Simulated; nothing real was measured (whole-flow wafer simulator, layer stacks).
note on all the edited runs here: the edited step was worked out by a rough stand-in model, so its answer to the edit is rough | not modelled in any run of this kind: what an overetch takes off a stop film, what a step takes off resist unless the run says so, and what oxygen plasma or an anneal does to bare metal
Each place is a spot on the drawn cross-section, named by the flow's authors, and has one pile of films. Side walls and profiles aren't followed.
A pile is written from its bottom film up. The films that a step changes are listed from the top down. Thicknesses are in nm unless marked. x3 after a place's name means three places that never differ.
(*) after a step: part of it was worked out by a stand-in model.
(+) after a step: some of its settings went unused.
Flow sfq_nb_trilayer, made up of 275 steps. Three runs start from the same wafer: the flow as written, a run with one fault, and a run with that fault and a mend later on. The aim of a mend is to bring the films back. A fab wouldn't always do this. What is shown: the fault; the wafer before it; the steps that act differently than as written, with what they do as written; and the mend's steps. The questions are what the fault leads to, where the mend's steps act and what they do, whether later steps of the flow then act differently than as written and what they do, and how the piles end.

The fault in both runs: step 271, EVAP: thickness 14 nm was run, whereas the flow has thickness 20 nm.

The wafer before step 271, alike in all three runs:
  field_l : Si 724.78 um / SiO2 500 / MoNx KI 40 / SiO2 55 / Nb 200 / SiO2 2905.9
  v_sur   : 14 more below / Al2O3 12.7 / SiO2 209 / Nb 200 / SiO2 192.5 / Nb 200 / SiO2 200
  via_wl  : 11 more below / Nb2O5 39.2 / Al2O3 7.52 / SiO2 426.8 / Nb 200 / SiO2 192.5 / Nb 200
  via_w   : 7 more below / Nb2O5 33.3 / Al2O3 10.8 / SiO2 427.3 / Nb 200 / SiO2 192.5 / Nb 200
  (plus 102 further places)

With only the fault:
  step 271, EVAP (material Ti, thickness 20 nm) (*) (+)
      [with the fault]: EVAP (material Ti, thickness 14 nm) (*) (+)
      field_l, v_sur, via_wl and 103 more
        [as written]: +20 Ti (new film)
        [with the fault]: +14 Ti (new film)
  Later steps of the flow acting differently than as written:
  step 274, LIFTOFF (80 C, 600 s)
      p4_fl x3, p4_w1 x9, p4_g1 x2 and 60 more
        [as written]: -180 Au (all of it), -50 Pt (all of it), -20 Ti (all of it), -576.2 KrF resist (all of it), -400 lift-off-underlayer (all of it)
        [with the fault]: -180 Au (all of it), -50 Pt (all of it), -14 Ti (all of it), -576.2 KrF resist (all of it), -400 lift-off-underlayer (all of it)
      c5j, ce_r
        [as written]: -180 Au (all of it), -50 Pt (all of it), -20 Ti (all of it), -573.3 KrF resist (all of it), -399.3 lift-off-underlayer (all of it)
        [with the fault]: -180 Au (all of it), -50 Pt (all of it), -14 Ti (all of it), -573.3 KrF resist (all of it), -399.3 lift-off-underlayer (all of it)
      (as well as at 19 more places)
  The piles end different from the flow's at field_l, v_sur, via_wl and 8 more by more than 2% or 0.5 nm, whichever is larger.
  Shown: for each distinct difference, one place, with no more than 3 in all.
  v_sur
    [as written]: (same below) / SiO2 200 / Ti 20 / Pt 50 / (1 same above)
    [with the fault]: (same below) / SiO2 200 / Ti 14 / Pt 50 / (1 same above)
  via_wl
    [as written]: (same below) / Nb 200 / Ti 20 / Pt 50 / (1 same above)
    [with the fault]: (same below) / Nb 200 / Ti 14 / Pt 50 / (1 same above)
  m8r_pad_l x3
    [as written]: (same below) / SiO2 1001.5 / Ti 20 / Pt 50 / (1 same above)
    [with the fault]: (same below) / SiO2 1001.5 / Ti 14 / Pt 50 / (1 same above)

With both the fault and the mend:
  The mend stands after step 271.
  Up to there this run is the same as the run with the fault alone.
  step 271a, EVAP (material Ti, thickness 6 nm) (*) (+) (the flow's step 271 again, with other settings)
      field_l, v_sur, via_wl and 103 more
        +6 Ti
  Later steps of the flow that are run all act as written at every place that is followed.
  By the end, the piles equal the flow's at every place that both follow.
